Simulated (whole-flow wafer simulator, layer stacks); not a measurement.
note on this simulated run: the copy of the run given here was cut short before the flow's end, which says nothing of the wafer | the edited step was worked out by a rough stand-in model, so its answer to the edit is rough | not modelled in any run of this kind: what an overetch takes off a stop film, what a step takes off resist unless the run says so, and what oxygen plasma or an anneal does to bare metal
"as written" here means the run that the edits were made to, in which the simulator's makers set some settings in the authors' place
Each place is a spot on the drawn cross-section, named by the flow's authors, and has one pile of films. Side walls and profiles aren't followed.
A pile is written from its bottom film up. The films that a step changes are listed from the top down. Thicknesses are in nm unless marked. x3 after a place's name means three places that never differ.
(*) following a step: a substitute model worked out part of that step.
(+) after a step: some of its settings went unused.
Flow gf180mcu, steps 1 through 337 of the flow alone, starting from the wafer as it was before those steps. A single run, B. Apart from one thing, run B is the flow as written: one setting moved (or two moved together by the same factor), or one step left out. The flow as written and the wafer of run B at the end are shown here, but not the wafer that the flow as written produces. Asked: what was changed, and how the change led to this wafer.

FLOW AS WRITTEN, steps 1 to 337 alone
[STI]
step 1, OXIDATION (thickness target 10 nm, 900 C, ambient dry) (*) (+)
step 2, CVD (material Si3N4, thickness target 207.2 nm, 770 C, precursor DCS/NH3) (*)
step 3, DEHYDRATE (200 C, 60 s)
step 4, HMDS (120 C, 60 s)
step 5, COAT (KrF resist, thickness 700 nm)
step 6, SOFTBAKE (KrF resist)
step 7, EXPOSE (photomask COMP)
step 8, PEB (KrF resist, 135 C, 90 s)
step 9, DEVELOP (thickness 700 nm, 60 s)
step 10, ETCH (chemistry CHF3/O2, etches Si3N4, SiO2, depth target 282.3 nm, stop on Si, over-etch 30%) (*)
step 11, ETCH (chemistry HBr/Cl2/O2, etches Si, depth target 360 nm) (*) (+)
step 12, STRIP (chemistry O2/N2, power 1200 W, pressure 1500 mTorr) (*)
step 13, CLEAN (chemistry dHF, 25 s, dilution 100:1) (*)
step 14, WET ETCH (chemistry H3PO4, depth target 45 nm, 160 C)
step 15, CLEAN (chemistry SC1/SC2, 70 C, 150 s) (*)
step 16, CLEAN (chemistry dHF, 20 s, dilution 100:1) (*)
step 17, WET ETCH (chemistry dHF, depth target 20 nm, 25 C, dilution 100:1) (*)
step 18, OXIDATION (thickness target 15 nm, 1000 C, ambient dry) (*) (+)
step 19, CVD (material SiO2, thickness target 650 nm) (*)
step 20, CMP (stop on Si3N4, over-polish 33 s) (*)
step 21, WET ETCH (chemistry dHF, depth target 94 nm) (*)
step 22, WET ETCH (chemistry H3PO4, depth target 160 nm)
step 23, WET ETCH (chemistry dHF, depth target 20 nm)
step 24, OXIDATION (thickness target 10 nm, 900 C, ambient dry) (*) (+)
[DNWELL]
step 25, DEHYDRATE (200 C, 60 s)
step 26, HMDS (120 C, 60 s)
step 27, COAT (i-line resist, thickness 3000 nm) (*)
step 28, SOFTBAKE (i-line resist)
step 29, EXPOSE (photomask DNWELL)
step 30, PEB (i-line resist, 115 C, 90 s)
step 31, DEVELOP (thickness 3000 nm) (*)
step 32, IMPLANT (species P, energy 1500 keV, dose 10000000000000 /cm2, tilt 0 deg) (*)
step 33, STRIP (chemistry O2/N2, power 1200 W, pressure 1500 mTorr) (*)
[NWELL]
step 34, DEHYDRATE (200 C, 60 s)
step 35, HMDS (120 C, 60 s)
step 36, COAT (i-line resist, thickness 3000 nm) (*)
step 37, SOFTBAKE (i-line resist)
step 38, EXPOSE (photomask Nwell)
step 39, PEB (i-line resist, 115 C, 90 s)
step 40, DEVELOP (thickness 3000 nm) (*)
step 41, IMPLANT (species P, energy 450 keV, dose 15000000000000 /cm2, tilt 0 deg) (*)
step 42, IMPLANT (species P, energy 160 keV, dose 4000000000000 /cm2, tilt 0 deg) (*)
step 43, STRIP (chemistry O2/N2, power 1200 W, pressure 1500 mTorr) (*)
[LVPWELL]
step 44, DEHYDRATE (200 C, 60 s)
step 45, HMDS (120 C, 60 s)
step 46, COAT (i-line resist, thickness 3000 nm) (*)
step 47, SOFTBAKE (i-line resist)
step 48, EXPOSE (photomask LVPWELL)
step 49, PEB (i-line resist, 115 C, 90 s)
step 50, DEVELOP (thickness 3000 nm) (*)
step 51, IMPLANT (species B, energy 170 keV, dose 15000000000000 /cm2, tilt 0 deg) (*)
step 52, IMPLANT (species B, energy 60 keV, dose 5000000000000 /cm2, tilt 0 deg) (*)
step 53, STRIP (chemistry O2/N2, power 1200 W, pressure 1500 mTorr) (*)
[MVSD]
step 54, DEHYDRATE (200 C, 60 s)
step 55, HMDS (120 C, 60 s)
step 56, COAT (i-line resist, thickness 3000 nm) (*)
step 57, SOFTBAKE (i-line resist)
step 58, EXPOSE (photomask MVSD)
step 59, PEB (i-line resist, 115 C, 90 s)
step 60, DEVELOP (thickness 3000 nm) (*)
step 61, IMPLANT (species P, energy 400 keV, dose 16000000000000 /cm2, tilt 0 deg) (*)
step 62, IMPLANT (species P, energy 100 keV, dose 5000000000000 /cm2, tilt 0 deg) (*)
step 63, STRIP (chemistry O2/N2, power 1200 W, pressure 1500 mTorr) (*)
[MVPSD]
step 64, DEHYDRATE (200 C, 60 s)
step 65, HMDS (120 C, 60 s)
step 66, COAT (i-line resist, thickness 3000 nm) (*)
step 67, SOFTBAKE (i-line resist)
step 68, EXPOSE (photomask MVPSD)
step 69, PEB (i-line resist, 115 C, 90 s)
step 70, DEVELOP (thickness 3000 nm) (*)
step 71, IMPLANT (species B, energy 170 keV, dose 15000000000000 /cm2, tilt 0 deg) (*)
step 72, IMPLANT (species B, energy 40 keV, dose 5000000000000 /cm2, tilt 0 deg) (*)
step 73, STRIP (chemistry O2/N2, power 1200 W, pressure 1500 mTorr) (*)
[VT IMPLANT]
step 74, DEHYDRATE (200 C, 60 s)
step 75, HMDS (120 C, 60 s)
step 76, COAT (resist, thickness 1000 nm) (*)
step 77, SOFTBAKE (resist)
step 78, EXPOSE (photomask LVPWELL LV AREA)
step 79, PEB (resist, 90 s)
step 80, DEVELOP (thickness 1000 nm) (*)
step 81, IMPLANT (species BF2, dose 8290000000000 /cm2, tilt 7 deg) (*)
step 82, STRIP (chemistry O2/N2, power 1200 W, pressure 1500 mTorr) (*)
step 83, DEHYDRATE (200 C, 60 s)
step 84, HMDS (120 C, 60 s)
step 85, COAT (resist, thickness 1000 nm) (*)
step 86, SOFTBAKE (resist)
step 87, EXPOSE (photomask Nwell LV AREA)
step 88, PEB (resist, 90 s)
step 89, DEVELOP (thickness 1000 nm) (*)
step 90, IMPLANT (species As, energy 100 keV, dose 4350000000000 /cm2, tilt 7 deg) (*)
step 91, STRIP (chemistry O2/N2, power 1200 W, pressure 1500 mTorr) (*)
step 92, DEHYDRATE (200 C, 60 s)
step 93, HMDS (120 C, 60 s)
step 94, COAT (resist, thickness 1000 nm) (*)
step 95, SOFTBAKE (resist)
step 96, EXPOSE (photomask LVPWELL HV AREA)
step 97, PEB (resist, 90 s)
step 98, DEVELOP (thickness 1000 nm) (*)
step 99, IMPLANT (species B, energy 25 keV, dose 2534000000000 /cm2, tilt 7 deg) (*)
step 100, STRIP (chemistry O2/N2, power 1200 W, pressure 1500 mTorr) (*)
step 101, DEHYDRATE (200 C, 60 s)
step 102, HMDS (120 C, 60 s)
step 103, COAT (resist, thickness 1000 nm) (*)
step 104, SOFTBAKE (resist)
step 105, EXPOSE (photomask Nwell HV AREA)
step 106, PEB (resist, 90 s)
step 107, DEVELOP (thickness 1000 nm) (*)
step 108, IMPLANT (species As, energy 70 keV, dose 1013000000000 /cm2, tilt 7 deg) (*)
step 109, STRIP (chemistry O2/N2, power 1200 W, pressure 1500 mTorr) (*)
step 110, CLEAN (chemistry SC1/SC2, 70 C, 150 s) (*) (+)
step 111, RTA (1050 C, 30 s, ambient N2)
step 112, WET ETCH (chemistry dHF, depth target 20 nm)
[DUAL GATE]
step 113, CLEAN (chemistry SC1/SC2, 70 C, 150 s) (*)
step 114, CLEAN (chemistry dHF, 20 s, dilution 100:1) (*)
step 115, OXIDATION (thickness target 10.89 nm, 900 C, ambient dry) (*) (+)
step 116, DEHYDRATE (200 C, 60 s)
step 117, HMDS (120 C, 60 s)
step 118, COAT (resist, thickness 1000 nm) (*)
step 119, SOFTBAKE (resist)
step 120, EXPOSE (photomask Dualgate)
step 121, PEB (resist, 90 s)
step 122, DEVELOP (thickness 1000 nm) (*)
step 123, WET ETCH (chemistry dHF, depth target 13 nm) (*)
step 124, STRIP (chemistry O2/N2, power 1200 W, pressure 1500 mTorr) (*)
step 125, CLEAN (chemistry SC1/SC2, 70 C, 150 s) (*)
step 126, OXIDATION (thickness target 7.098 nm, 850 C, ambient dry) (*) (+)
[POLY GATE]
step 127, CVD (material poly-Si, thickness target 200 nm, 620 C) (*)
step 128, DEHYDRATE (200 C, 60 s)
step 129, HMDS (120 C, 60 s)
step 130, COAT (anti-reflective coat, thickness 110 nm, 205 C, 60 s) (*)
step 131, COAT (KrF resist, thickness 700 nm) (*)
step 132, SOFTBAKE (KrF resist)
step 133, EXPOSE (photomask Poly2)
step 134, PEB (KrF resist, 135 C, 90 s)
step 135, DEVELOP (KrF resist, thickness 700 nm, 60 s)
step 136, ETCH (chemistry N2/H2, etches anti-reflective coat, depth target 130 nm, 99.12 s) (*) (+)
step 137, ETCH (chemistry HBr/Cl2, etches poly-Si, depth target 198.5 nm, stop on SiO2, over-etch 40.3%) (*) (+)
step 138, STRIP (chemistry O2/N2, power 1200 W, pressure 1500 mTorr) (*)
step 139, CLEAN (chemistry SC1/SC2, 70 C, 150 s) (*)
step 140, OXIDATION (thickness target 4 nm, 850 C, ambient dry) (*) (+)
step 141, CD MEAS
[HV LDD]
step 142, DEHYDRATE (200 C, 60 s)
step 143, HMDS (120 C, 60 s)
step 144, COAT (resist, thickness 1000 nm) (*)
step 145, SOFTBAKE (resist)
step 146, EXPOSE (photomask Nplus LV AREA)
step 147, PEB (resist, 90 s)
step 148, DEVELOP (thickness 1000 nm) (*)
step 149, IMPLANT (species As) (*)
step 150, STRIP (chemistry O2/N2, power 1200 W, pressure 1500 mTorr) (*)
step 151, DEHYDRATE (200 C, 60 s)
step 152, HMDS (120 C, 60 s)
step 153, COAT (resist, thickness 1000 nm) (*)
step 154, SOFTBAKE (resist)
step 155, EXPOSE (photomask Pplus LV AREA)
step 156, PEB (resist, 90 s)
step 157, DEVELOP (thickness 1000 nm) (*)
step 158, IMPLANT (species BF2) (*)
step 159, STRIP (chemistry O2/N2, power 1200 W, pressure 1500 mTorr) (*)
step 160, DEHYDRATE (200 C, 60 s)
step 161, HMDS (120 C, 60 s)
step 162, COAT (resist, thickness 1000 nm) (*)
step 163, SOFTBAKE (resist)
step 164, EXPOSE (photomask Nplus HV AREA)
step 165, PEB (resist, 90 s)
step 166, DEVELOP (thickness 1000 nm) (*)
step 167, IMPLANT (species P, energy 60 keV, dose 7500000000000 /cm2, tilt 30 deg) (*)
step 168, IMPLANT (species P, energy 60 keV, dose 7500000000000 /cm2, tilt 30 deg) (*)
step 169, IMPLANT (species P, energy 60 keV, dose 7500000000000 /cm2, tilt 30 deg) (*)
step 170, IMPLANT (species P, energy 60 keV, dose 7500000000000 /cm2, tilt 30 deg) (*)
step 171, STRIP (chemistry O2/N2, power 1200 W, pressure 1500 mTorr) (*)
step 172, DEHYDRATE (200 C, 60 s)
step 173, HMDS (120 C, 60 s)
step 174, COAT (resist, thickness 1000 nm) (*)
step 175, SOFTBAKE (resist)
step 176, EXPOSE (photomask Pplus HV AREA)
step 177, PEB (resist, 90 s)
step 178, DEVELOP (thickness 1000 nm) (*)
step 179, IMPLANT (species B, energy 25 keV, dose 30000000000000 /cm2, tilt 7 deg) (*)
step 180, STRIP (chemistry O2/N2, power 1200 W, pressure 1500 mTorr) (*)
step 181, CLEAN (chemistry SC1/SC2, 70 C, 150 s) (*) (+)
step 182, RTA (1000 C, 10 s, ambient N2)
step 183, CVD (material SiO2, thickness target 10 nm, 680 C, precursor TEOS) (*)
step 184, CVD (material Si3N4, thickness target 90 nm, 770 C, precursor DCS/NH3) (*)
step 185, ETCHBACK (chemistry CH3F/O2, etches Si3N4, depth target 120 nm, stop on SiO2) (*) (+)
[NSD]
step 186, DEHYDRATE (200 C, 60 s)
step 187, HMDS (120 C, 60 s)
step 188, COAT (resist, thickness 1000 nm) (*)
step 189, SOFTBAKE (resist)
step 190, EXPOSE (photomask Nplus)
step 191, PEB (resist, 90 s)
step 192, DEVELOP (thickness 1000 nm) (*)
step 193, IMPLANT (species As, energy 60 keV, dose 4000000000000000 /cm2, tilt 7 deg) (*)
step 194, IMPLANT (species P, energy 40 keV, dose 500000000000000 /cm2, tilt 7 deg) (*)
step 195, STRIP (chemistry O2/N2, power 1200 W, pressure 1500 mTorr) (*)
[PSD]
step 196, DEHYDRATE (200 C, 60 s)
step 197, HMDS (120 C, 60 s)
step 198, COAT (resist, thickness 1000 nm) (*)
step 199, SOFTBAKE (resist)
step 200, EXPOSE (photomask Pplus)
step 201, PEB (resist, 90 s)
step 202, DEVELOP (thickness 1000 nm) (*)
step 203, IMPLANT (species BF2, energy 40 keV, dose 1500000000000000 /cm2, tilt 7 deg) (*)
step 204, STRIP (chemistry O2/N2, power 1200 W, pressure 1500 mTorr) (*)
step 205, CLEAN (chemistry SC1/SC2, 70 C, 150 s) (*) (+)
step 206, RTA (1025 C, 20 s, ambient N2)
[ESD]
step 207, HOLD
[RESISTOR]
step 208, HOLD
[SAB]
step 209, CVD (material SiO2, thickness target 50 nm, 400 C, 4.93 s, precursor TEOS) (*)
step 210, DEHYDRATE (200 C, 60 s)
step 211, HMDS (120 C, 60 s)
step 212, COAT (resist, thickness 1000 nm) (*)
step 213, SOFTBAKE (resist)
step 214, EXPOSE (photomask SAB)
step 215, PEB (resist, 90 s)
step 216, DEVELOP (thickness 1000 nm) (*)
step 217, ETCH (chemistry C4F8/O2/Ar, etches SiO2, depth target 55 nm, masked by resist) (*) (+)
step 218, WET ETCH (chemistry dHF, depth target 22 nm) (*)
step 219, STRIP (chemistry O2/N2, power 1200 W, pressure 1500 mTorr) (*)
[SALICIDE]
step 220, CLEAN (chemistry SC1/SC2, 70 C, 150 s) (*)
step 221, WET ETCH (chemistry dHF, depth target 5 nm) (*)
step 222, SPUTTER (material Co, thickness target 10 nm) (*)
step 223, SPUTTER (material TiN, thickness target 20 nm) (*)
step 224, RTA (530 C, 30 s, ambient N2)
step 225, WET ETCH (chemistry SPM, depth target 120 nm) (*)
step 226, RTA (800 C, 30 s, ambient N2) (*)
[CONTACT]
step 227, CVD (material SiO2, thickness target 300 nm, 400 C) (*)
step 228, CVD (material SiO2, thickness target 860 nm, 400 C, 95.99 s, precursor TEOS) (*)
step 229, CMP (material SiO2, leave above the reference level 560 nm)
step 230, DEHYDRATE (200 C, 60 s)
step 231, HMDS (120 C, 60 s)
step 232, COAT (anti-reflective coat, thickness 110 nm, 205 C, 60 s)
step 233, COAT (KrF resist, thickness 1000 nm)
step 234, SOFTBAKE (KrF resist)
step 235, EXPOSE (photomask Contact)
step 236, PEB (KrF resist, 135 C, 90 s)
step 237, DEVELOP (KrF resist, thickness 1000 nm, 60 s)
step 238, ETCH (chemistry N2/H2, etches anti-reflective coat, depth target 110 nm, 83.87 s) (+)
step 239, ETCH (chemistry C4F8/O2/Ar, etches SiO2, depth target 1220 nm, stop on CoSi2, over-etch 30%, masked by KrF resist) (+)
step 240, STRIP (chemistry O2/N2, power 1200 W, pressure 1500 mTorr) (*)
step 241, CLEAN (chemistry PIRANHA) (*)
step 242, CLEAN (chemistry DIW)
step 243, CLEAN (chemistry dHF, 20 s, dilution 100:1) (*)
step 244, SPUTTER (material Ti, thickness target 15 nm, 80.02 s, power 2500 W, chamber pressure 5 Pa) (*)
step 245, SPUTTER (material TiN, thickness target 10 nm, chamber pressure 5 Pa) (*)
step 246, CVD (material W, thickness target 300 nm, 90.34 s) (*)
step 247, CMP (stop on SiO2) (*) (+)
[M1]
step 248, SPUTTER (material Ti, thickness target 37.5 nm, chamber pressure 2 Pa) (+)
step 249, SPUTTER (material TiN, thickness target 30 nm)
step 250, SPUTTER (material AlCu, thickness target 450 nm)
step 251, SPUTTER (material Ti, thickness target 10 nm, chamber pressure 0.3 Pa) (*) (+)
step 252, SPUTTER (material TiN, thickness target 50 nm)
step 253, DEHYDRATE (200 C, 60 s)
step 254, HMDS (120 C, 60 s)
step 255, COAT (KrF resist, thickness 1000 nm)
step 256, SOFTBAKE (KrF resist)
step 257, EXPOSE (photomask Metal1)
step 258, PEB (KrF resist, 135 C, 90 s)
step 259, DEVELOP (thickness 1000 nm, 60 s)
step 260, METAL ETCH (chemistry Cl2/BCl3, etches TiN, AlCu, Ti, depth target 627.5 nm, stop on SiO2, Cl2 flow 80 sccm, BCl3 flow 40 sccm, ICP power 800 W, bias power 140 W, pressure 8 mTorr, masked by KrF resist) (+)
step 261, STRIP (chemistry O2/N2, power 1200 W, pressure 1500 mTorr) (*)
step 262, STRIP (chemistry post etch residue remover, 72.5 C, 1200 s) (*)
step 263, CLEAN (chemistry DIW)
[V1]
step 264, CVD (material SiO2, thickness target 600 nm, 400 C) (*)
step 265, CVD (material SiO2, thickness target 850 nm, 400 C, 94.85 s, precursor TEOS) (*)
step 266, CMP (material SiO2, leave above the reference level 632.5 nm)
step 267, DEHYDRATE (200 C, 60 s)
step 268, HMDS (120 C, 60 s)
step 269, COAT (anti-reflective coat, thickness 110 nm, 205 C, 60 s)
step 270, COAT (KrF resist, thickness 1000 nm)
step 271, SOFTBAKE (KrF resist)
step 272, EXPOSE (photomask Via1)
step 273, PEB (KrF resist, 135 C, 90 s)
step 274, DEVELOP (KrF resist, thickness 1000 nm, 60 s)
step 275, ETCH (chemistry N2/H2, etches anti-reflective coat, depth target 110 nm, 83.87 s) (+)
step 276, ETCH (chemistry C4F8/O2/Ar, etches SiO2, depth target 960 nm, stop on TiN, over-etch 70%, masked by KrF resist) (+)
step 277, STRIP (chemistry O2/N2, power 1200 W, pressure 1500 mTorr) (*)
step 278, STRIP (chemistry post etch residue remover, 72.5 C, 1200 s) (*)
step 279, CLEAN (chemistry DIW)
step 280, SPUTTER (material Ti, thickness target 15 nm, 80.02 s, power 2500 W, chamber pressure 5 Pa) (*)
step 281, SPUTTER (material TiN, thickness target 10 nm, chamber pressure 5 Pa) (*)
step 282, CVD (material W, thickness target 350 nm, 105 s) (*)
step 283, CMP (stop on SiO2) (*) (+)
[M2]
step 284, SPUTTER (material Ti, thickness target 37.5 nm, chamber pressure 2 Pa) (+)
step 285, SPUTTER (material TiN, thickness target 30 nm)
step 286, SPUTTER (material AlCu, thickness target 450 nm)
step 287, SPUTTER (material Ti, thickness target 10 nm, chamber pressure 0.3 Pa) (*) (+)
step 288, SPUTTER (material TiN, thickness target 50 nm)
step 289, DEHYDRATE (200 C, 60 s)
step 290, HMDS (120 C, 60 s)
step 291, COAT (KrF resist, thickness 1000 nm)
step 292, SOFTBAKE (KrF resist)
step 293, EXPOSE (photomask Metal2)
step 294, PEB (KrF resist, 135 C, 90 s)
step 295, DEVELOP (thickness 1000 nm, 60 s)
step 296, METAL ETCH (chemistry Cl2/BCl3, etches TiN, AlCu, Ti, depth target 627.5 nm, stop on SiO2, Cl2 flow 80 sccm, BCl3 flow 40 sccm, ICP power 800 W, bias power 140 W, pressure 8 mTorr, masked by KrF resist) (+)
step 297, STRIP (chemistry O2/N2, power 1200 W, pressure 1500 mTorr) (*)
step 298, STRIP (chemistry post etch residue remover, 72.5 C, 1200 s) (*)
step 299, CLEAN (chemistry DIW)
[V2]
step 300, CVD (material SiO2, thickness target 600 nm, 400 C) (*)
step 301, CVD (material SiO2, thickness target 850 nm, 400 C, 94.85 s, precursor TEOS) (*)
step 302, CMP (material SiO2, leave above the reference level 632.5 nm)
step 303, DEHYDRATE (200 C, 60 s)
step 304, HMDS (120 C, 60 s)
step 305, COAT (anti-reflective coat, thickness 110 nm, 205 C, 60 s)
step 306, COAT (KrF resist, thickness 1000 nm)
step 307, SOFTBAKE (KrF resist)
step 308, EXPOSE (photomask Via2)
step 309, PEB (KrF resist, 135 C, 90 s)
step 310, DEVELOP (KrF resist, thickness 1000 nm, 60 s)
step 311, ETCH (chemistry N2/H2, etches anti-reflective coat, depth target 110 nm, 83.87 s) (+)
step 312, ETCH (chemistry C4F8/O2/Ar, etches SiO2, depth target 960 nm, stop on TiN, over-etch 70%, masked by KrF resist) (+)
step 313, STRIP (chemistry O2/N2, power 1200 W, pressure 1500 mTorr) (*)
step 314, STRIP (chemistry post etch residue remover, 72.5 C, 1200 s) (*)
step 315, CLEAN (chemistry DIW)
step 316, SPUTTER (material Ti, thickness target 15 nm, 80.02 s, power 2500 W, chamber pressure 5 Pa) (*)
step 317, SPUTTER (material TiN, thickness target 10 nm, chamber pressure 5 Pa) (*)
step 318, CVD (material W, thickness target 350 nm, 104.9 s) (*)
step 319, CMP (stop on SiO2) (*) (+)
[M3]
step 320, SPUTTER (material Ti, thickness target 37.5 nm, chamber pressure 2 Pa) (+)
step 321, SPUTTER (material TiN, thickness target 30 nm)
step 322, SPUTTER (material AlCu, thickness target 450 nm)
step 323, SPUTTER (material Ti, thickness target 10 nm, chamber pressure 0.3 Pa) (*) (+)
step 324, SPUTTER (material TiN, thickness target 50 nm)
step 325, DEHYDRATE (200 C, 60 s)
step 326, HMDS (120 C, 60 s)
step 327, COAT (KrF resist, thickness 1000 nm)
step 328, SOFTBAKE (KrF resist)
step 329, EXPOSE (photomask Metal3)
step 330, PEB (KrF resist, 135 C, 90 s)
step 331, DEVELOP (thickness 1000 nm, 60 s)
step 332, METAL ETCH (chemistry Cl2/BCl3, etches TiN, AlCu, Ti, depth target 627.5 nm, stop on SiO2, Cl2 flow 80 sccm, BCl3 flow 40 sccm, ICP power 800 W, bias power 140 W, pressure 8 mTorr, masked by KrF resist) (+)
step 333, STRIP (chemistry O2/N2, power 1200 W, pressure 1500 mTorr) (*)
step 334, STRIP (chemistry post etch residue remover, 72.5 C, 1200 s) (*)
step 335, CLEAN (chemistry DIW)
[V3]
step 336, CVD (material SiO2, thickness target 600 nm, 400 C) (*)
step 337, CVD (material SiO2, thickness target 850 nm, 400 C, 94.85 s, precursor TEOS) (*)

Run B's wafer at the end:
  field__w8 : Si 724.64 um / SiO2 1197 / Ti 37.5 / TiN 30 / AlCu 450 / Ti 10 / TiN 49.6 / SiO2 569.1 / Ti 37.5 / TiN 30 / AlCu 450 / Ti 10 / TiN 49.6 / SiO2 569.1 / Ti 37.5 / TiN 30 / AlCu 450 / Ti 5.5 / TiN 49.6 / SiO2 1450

What caused this: step 323, SPUTTER: thickness target 5.5 nm was run, while the flow as written has thickness target 10 nm.
The wafer lets one read it off: field__w8 has Ti 5.5, and step 323 as written asks for 10 nm.

Step by step, how the change led to this:
  step 323, SPUTTER (material Ti, thickness target 10 nm, chamber pressure 0.3 Pa) (*) (+)
      field, field__w1, field__w2 and 108 more: +5.5 Ti (new film) (as written it would have been: +10 Ti (new film))
  step 332, METAL ETCH (chemistry Cl2/BCl3, etches TiN, AlCu, Ti, depth target 627.5 nm, stop on SiO2, Cl2 flow 80 sccm, BCl3 flow 40 sccm, ICP power 800 W, bias power 140 W, pressure 8 mTorr, masked by KrF resist) (+)
      field, field__w1, field__w2 and 103 more: -50 TiN (all of it), -5.5 Ti (all of it), -450 AlCu (all of it), -30 TiN (all of it), -37.5 Ti (all of it) (as written it would have been: -50 TiN (all of it), -10 Ti (all of it), -450 AlCu (all of it), -30 TiN (all of it), -37.5 Ti (all of it))
